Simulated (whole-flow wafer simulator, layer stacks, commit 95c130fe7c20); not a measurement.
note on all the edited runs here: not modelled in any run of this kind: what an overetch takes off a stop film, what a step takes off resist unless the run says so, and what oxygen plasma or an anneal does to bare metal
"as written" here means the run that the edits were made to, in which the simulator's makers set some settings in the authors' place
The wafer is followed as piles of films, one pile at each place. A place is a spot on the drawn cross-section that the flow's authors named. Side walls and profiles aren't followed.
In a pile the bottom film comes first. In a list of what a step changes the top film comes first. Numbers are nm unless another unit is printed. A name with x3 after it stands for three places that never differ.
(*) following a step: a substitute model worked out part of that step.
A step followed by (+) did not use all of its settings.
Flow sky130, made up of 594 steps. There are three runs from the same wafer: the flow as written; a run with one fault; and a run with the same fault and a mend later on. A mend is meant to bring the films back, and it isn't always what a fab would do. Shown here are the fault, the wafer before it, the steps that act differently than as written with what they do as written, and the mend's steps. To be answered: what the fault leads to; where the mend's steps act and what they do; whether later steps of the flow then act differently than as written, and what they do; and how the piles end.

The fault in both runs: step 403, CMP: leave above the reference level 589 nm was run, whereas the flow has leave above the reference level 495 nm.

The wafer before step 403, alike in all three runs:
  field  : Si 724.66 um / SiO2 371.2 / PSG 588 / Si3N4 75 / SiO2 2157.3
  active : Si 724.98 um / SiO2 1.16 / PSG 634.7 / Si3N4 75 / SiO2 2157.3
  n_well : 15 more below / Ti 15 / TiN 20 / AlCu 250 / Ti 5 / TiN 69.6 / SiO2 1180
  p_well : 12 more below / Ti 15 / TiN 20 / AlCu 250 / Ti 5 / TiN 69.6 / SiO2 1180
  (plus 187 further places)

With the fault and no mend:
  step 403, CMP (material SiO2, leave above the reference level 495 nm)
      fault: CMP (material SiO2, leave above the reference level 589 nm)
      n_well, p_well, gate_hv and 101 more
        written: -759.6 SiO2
        fault: -665.6 SiO2
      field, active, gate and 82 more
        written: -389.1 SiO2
        fault: -295.1 SiO2
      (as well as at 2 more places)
  Later steps of the flow acting differently than as written:
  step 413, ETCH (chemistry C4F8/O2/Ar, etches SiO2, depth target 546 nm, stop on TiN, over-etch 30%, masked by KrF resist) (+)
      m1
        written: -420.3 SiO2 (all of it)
        fault: -514.3 SiO2 (all of it)
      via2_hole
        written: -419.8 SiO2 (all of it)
        fault: -513.8 SiO2 (all of it)
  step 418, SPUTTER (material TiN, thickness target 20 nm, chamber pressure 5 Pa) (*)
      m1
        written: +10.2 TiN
        fault: +9.01 TiN
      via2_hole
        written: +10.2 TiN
        fault: +9 TiN
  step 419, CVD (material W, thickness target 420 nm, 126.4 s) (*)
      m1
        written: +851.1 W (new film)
        fault: +946.3 W (new film)
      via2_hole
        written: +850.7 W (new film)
        fault: +945.8 W (new film)
  The piles end different from the flow's at field, active, n_well and 190 more by more than 2% or 0.5 nm, whichever is larger.
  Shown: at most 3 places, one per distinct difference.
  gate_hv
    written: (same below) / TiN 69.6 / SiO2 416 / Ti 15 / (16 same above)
    fault: (same below) / TiN 69.6 / SiO2 510 / Ti 15 / (16 same above)
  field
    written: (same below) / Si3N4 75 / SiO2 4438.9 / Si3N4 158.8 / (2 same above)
    fault: (same below) / Si3N4 75 / SiO2 4532.9 / Si3N4 158.8 / (2 same above)
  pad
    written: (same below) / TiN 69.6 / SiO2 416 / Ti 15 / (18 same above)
    fault: (same below) / TiN 69.6 / SiO2 510 / Ti 15 / (18 same above)

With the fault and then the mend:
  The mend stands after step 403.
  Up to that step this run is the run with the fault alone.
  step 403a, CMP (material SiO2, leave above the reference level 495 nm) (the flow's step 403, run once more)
      field, active, n_well and 188 more
        -94 SiO2
  Later steps of the flow that are run all act as written at every place that is followed.
  At every place that both follow, the piles at the end match the flow's.
